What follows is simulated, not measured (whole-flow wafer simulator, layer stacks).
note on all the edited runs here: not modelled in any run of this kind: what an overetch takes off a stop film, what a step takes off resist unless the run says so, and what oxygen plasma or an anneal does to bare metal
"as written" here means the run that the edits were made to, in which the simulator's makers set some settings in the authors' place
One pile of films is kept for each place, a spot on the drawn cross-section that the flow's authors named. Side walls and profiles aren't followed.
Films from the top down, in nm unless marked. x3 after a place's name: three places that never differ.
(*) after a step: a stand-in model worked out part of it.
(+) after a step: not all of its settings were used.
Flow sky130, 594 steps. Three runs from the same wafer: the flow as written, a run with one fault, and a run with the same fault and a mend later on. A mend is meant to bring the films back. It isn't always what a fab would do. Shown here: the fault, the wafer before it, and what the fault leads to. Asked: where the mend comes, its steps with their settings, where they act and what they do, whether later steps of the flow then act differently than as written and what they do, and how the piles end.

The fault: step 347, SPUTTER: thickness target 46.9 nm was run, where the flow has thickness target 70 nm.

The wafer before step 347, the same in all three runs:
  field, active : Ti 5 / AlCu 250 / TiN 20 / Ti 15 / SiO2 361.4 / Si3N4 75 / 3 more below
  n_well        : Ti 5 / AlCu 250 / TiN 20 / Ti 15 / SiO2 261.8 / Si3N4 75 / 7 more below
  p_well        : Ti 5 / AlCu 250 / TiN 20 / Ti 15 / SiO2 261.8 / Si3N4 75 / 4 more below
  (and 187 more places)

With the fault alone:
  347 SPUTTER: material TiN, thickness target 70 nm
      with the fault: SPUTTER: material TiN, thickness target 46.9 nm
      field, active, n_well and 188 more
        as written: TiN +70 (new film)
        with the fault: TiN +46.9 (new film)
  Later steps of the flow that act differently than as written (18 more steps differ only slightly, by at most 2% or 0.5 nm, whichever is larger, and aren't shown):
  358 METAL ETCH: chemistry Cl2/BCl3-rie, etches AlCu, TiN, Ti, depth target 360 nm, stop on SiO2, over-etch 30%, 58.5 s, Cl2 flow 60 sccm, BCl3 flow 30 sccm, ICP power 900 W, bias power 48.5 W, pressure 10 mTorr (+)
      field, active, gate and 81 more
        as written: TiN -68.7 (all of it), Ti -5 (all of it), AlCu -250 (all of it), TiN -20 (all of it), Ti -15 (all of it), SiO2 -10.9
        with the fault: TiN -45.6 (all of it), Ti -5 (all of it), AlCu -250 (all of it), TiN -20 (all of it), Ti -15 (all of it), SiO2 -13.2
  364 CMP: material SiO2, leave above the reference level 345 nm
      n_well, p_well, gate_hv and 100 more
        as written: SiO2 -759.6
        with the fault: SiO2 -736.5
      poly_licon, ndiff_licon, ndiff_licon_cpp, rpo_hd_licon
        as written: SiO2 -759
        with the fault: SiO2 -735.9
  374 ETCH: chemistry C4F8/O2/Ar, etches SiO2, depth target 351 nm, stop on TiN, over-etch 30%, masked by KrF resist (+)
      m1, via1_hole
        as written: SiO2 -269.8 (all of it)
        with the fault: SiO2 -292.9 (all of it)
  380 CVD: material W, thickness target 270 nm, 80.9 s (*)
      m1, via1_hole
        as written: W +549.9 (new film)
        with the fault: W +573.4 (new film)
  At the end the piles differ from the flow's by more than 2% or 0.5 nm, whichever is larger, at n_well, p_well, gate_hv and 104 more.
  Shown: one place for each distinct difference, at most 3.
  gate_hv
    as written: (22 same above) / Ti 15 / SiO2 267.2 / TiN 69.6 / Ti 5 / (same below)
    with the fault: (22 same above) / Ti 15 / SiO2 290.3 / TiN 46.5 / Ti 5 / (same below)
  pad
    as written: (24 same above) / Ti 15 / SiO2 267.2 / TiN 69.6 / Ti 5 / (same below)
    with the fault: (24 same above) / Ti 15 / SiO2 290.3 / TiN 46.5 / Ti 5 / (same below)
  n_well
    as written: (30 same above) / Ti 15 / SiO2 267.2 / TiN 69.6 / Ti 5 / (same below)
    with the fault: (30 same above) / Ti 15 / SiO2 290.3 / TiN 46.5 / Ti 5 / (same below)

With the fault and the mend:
  The mend comes after step 347.
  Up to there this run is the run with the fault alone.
  347a SPUTTER: material TiN, thickness target 23.1 nm (the flow's step 347 once more, with other settings)
      field, active, n_well and 188 more
        TiN +23.1
  No later step of the flow acts differently than as written, at any place that is followed, by more than 2% or 0.5 nm, whichever is larger.
  At the end the piles are the same as the flow's at every place that both follow.
